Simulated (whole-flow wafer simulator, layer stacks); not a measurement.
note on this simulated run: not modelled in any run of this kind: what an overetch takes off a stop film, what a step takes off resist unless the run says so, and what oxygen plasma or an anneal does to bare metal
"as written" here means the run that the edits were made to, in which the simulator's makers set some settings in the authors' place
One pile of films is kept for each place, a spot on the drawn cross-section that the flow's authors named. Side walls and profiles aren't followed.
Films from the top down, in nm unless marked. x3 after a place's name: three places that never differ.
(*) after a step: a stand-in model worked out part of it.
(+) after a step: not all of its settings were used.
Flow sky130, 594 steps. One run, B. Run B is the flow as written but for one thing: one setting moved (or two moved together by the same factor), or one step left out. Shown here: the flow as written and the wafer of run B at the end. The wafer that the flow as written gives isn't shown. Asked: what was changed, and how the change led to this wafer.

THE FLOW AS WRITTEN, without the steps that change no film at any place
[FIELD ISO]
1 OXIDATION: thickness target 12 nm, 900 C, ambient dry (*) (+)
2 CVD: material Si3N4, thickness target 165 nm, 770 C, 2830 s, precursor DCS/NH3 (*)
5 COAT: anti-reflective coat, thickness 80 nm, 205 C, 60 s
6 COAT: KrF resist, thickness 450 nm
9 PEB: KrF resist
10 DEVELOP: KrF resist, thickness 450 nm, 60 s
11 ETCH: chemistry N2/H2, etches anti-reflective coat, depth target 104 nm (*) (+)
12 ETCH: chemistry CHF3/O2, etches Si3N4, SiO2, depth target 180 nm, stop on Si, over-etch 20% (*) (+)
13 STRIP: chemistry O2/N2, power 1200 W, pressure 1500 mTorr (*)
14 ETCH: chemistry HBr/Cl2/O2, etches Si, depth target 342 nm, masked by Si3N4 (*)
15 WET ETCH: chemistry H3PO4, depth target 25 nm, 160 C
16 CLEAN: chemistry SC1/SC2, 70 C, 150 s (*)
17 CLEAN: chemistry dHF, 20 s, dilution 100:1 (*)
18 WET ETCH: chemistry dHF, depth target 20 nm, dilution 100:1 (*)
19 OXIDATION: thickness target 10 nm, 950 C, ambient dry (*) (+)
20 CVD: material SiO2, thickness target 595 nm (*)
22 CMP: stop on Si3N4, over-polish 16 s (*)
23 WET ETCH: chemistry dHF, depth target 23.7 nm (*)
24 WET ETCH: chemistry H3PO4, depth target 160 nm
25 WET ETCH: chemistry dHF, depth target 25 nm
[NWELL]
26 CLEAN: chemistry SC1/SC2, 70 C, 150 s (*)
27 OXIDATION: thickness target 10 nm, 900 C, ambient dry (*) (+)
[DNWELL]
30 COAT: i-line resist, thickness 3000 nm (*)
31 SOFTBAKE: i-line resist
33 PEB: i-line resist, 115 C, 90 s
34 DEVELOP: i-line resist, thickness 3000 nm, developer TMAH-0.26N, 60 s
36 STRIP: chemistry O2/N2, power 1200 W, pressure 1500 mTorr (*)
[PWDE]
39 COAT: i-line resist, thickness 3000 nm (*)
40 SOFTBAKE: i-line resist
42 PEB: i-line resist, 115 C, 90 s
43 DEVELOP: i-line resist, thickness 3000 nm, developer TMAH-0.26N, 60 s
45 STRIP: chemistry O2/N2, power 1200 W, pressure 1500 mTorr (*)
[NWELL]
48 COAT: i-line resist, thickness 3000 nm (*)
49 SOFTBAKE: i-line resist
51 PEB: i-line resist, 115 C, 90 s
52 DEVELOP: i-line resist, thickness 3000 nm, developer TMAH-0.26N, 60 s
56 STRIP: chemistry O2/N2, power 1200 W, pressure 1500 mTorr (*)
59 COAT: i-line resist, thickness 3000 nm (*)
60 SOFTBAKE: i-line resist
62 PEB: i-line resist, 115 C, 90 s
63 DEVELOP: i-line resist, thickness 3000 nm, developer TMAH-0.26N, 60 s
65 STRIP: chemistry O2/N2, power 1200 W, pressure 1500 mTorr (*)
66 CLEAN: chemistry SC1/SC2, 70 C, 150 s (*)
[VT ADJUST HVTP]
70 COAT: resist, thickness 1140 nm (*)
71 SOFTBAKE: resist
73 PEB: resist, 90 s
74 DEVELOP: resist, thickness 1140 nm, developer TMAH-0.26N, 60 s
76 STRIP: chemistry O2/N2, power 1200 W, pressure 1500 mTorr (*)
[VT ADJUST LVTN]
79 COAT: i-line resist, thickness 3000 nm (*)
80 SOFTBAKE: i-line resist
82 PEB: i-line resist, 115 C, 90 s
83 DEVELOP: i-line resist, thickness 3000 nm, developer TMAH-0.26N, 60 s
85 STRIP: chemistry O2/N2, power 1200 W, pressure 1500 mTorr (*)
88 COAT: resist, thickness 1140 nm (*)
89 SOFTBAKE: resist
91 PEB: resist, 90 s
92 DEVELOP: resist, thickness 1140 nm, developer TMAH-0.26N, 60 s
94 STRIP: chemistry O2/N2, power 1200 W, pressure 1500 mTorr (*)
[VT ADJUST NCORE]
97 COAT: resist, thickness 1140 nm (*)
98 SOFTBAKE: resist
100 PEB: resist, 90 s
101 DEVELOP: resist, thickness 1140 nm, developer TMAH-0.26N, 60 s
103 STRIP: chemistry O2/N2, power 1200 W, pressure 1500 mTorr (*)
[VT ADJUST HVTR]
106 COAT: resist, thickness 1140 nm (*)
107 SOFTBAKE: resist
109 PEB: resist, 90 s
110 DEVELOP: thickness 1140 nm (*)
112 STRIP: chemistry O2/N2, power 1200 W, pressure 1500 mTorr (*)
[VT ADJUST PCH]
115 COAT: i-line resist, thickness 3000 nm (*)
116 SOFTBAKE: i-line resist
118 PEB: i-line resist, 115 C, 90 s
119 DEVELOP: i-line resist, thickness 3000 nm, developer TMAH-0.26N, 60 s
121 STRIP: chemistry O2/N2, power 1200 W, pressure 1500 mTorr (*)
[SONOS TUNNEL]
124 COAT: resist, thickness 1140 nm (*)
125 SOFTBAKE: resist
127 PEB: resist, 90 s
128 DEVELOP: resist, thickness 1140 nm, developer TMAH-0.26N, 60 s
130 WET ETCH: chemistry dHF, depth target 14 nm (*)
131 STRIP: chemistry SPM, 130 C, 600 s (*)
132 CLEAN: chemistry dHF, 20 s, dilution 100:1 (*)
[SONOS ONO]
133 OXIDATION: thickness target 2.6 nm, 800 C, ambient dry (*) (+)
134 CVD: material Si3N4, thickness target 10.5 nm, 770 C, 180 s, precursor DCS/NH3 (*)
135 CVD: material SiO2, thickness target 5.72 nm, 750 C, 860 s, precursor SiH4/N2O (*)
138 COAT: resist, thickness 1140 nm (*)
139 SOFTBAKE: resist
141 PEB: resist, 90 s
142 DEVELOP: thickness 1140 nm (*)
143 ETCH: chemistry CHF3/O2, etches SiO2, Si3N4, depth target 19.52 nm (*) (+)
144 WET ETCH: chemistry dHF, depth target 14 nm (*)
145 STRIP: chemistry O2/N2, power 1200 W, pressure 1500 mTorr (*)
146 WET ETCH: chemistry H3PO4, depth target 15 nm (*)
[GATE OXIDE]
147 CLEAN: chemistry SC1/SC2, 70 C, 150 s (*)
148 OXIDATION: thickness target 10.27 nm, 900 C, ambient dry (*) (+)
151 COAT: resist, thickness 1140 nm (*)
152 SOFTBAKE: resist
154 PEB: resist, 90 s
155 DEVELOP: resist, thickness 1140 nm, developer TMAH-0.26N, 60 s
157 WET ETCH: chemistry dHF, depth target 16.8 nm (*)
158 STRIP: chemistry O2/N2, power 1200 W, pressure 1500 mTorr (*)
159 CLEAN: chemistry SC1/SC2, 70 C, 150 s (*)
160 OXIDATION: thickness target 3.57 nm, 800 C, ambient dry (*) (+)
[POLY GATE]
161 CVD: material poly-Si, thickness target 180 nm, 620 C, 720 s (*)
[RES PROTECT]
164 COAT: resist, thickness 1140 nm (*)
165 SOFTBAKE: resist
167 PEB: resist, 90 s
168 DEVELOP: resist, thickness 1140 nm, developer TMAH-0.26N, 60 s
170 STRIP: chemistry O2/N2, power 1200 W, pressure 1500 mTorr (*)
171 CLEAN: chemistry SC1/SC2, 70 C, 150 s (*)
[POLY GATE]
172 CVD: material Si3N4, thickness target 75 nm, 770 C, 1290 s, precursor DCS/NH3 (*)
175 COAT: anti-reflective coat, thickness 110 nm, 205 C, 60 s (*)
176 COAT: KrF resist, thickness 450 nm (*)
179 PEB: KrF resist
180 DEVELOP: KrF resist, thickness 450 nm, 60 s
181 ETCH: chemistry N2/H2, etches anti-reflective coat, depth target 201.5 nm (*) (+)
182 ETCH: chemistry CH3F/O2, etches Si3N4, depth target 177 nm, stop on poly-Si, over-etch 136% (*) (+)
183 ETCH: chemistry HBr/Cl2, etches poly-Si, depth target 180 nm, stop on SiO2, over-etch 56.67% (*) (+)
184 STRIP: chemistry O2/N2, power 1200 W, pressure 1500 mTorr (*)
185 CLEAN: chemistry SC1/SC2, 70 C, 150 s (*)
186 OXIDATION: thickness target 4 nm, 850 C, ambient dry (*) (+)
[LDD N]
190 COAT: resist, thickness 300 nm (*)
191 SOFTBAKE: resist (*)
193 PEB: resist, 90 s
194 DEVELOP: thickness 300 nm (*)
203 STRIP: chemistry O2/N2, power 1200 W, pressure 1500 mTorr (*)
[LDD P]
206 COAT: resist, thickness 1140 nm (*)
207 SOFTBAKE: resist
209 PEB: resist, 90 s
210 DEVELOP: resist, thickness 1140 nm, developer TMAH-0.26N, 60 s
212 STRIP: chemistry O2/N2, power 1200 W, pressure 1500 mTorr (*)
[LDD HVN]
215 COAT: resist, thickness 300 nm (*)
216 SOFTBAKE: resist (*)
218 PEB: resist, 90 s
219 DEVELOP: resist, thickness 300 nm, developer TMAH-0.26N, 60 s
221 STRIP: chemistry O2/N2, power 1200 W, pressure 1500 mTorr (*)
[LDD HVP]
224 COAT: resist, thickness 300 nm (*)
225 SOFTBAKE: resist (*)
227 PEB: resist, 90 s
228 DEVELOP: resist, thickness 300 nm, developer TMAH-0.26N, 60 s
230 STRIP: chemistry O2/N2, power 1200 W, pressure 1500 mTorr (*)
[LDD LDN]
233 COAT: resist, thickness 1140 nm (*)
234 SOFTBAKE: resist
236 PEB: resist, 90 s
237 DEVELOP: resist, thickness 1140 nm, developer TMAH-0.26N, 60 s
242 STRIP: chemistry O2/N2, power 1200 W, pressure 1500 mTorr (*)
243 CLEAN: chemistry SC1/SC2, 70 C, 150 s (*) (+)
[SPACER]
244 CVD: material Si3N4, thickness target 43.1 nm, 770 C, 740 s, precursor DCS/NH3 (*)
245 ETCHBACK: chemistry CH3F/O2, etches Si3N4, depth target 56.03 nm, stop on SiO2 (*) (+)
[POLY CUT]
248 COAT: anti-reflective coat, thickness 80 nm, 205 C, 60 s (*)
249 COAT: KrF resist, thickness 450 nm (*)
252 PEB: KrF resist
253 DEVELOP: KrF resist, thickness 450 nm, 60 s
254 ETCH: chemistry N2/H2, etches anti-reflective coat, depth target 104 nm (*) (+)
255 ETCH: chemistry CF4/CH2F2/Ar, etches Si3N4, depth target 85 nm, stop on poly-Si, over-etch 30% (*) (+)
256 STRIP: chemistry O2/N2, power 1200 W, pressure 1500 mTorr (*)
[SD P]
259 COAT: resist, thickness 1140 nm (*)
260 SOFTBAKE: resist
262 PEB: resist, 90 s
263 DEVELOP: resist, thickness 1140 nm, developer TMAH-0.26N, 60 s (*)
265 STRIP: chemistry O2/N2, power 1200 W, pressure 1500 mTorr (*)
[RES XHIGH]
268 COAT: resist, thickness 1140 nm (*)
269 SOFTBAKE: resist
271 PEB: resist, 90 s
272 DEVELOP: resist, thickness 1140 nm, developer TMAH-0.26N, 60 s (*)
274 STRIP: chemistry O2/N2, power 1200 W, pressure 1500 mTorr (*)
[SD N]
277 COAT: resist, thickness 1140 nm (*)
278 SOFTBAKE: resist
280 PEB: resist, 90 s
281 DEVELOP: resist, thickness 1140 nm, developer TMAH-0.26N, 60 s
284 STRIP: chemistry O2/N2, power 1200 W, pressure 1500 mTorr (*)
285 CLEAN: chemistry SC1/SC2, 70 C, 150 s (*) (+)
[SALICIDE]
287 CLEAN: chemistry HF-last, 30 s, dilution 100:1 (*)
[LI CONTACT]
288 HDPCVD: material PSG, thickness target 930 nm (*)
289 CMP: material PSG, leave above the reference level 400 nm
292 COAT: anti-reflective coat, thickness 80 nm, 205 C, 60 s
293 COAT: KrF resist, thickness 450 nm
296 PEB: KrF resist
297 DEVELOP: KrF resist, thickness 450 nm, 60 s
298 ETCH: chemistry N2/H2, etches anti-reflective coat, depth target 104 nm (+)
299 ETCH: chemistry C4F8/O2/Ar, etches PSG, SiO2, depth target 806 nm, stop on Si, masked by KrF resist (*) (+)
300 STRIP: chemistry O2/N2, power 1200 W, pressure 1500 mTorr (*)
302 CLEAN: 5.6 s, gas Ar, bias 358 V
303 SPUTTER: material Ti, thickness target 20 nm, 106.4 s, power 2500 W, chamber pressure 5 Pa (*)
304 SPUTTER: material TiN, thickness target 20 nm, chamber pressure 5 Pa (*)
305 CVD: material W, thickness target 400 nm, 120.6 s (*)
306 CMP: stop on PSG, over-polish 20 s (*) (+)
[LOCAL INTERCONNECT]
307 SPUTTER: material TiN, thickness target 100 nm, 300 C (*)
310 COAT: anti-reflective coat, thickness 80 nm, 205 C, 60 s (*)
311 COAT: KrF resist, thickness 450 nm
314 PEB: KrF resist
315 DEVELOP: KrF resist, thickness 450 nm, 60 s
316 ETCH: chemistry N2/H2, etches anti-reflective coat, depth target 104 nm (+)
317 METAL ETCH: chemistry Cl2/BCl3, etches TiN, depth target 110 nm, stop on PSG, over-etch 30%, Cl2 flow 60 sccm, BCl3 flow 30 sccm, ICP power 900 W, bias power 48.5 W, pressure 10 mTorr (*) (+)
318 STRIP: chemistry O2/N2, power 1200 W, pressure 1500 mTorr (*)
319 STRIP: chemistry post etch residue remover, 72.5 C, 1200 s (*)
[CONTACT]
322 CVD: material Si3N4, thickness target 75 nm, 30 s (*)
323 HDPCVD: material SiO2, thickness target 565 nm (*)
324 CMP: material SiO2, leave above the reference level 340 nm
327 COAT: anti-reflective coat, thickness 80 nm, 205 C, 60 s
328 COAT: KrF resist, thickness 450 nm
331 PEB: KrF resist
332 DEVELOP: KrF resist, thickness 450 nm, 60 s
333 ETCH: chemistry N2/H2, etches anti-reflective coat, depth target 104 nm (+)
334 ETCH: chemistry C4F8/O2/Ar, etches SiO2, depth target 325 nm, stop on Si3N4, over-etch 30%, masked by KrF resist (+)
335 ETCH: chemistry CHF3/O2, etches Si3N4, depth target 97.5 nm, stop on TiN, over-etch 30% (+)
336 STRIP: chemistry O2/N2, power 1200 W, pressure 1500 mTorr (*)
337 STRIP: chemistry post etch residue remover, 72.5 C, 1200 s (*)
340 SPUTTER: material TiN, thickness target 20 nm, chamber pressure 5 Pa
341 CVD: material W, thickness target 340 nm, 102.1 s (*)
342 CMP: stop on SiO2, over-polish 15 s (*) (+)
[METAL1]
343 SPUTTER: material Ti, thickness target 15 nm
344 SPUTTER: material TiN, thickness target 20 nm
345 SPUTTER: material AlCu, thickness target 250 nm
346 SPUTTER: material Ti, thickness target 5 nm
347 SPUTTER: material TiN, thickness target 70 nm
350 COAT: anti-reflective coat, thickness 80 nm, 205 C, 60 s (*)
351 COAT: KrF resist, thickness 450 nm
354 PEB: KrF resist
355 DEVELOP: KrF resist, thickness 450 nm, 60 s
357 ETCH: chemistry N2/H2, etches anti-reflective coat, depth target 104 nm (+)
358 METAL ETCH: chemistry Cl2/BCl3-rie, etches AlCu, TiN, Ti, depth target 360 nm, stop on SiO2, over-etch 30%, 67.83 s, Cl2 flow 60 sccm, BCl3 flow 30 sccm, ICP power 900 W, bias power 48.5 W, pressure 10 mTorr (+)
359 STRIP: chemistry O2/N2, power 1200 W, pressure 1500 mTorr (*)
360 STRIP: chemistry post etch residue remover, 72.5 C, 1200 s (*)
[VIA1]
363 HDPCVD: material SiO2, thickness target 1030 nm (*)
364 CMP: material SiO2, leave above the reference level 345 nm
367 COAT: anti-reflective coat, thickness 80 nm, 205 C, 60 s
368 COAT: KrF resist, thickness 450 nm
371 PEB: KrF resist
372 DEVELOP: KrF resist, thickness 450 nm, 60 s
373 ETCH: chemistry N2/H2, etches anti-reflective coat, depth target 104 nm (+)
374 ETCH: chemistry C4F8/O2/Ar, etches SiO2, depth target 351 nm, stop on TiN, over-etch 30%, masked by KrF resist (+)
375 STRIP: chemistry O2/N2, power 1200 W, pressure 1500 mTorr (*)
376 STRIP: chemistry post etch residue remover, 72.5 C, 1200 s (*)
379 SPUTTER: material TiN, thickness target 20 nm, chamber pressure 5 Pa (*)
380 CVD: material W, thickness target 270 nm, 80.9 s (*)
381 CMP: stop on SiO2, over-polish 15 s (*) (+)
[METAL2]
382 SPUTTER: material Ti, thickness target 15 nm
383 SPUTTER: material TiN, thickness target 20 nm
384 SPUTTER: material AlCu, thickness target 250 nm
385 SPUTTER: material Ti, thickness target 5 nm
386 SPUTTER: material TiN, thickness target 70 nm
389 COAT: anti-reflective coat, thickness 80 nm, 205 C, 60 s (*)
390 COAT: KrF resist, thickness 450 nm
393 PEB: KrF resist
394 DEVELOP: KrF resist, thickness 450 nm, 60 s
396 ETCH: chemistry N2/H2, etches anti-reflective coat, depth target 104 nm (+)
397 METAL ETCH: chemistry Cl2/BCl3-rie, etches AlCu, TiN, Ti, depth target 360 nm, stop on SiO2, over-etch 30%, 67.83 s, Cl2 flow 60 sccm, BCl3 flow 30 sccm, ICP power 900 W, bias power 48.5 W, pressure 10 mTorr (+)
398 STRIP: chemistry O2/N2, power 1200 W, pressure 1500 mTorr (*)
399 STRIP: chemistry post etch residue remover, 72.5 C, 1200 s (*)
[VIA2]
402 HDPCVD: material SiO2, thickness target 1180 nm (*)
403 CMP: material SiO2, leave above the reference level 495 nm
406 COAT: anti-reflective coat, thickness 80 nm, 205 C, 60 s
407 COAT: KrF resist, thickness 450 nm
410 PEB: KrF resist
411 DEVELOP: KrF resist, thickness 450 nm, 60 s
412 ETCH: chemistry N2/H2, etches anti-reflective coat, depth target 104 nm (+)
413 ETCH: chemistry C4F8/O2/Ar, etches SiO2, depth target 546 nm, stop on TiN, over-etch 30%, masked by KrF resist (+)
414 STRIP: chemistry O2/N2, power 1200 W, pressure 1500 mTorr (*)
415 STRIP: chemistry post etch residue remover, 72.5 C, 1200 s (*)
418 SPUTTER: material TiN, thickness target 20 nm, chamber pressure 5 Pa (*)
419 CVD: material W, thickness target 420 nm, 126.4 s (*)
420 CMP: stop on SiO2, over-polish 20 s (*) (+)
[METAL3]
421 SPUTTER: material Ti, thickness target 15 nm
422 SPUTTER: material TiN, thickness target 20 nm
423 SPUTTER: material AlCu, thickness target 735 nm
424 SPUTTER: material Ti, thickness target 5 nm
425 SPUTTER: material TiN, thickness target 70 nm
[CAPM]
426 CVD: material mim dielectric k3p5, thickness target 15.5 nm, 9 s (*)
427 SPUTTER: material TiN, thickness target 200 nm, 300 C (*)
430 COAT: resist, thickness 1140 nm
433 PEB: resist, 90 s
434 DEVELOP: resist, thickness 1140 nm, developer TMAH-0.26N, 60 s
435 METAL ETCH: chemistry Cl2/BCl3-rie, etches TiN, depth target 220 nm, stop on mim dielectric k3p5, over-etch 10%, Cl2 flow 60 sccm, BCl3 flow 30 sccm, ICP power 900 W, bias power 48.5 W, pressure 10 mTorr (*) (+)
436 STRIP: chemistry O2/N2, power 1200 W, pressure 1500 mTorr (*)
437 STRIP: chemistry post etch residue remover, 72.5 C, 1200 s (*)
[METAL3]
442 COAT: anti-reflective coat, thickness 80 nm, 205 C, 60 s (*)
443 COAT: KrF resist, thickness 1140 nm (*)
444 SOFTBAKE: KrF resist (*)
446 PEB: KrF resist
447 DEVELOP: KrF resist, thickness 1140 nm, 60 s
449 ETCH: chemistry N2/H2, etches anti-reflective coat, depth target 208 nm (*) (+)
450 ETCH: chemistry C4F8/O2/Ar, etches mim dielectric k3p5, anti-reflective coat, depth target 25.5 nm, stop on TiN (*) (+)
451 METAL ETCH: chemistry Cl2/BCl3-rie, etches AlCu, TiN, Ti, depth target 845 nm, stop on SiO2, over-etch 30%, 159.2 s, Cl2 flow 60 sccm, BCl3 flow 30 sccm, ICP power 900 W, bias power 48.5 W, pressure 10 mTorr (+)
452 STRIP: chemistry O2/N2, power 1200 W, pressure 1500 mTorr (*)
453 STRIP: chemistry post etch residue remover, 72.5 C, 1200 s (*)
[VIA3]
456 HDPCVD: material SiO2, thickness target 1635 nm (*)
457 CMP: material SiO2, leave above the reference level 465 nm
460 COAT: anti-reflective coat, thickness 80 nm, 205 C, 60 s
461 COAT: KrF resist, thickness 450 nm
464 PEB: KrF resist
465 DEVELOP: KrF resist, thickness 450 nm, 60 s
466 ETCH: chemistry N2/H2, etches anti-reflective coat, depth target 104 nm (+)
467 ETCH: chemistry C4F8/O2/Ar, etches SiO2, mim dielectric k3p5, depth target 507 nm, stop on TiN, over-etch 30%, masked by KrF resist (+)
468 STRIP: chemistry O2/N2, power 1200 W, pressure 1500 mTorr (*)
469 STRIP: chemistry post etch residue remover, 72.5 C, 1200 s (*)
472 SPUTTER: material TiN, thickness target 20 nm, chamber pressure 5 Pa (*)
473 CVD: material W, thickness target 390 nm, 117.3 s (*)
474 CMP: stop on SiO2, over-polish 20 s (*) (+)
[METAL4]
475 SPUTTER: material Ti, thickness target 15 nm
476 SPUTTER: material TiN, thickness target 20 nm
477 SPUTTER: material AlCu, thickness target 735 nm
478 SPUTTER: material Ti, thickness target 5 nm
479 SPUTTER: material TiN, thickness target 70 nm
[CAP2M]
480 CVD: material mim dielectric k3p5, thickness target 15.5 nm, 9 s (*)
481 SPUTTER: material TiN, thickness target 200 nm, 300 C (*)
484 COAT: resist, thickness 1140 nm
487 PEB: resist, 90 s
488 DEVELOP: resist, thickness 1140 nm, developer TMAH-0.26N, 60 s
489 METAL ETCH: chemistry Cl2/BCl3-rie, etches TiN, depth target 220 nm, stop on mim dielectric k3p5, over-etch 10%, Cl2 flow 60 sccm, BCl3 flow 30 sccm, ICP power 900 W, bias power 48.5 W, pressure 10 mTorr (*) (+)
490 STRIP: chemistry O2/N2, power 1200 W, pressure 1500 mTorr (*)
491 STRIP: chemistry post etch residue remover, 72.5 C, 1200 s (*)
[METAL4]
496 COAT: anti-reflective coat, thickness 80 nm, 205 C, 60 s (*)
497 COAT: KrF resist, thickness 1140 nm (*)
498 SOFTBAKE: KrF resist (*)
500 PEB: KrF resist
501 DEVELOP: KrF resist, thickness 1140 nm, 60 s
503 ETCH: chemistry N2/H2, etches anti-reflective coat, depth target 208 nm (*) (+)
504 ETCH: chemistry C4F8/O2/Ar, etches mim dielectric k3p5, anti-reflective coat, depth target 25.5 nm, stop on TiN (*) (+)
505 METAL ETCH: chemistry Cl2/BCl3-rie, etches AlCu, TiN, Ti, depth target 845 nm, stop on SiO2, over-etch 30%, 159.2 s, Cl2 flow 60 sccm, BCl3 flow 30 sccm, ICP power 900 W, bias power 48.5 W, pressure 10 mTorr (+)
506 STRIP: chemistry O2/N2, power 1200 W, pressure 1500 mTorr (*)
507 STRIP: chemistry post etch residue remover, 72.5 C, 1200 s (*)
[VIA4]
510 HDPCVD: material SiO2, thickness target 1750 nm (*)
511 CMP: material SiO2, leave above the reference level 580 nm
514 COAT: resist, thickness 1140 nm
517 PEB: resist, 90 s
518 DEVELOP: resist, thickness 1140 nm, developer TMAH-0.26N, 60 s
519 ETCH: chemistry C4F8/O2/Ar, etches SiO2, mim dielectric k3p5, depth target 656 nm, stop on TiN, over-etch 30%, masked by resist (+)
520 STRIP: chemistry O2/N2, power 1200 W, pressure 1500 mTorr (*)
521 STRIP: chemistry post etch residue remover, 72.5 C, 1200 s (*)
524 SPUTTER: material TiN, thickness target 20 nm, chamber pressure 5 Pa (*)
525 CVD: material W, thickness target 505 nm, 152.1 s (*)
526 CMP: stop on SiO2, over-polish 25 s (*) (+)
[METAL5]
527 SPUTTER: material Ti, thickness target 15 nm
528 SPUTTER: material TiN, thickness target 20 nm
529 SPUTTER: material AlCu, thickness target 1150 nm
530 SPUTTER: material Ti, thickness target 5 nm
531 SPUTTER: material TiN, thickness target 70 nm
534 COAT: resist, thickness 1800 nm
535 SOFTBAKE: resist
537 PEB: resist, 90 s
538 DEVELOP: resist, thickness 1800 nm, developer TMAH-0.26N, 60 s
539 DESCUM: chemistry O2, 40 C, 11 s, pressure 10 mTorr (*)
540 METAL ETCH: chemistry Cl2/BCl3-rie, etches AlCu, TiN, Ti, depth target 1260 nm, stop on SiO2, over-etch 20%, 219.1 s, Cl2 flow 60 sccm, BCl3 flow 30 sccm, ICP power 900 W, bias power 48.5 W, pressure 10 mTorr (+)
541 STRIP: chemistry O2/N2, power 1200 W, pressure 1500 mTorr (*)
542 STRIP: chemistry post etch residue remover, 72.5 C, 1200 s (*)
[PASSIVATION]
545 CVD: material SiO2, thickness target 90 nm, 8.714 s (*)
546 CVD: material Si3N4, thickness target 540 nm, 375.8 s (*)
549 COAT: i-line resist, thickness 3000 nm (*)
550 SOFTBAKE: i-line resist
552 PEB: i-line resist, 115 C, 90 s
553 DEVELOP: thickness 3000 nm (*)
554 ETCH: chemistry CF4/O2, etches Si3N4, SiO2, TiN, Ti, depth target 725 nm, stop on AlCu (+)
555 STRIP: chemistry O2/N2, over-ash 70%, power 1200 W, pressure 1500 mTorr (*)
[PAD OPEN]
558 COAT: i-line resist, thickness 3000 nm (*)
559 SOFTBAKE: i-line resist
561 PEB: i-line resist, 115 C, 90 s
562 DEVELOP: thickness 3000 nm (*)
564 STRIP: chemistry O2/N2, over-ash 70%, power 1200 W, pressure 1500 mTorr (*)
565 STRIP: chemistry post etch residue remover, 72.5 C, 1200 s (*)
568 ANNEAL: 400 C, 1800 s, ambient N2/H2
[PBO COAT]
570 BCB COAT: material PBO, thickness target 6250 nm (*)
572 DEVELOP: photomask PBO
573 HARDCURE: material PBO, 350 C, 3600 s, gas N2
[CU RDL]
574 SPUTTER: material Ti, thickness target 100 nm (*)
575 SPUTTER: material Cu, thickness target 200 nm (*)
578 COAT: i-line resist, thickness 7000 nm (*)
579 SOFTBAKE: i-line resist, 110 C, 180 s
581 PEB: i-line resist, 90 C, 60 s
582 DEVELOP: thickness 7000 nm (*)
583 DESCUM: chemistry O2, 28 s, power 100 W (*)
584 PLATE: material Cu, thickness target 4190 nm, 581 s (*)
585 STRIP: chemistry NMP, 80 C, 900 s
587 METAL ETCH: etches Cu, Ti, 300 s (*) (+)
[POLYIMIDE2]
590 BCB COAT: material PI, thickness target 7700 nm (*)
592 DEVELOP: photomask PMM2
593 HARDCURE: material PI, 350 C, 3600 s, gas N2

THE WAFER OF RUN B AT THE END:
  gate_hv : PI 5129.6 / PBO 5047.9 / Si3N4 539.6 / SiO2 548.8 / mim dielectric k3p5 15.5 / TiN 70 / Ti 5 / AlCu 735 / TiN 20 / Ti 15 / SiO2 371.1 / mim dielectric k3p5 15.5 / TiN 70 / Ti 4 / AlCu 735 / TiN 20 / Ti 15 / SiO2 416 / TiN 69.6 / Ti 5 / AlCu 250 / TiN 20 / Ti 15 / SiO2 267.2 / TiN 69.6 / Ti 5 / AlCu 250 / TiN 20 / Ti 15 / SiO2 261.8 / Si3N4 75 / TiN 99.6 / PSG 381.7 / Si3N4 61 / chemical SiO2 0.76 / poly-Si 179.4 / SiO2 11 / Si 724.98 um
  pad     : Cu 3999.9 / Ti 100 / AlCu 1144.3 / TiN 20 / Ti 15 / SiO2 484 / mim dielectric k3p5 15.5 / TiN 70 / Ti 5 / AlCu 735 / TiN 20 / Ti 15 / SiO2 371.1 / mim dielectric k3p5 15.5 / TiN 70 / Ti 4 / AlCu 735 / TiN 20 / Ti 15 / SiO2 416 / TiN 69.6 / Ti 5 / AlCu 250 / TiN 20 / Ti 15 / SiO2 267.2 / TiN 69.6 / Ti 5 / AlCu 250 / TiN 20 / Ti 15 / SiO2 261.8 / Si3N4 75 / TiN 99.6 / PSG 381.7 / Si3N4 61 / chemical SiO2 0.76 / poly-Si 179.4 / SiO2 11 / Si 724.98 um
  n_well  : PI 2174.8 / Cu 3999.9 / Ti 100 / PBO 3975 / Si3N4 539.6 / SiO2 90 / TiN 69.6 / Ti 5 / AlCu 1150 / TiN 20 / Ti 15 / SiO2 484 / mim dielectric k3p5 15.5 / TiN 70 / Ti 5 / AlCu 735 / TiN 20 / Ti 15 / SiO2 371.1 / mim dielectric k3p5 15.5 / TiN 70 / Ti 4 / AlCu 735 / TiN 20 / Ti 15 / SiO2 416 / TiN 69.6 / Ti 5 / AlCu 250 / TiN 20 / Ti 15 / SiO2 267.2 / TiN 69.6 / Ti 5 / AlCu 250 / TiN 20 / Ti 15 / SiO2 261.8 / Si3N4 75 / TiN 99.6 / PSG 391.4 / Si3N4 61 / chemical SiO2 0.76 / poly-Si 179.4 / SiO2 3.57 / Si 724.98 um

The cause: step 424, SPUTTER: thickness target 4 nm was run, where the flow has thickness target 5 nm.
It can be read off the wafer: gate_hv has Ti 4, and step 424 as written asks for 5 nm.

How the change led to this, step by step:
  424 SPUTTER: material Ti, thickness target 5 nm
      field, active, n_well and 188 more: Ti +4 (new film) (as written it would be: Ti +5 (new film))
  451 METAL ETCH: chemistry Cl2/BCl3-rie, etches AlCu, TiN, Ti, depth target 845 nm, stop on SiO2, over-etch 30%, 159.2 s, Cl2 flow 60 sccm, BCl3 flow 30 sccm, ICP power 900 W, bias power 48.5 W, pressure 10 mTorr (+)
      field, active, gate and 67 more: TiN -70 (all of it), Ti -4 (all of it), AlCu -735 (all of it), TiN -20 (all of it), Ti -15 (all of it), SiO2 -25.5 (as written it would be: TiN -70 (all of it), Ti -5 (all of it), AlCu -735 (all of it), TiN -20 (all of it), Ti -15 (all of it), SiO2 -25.4)
      vpp_ln, vpp_iso2, ndiff_ln and 9 more: TiN -70 (all of it), Ti -4 (all of it), AlCu -735 (all of it), TiN -20 (all of it), Ti -15 (all of it), SiO2 -25.4 (as written it would be: TiN -70 (all of it), Ti -5 (all of it), AlCu -735 (all of it), TiN -20 (all of it), Ti -15 (all of it), SiO2 -25.3)
      (and at 3 more places)
  550 SOFTBAKE: i-line resist
      via1_enc: i-line resist -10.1 (as written it would be: i-line resist -10.8)
  559 SOFTBAKE: i-line resist
      via1_enc: i-line resist -10.1 (as written it would be: i-line resist -10.8)
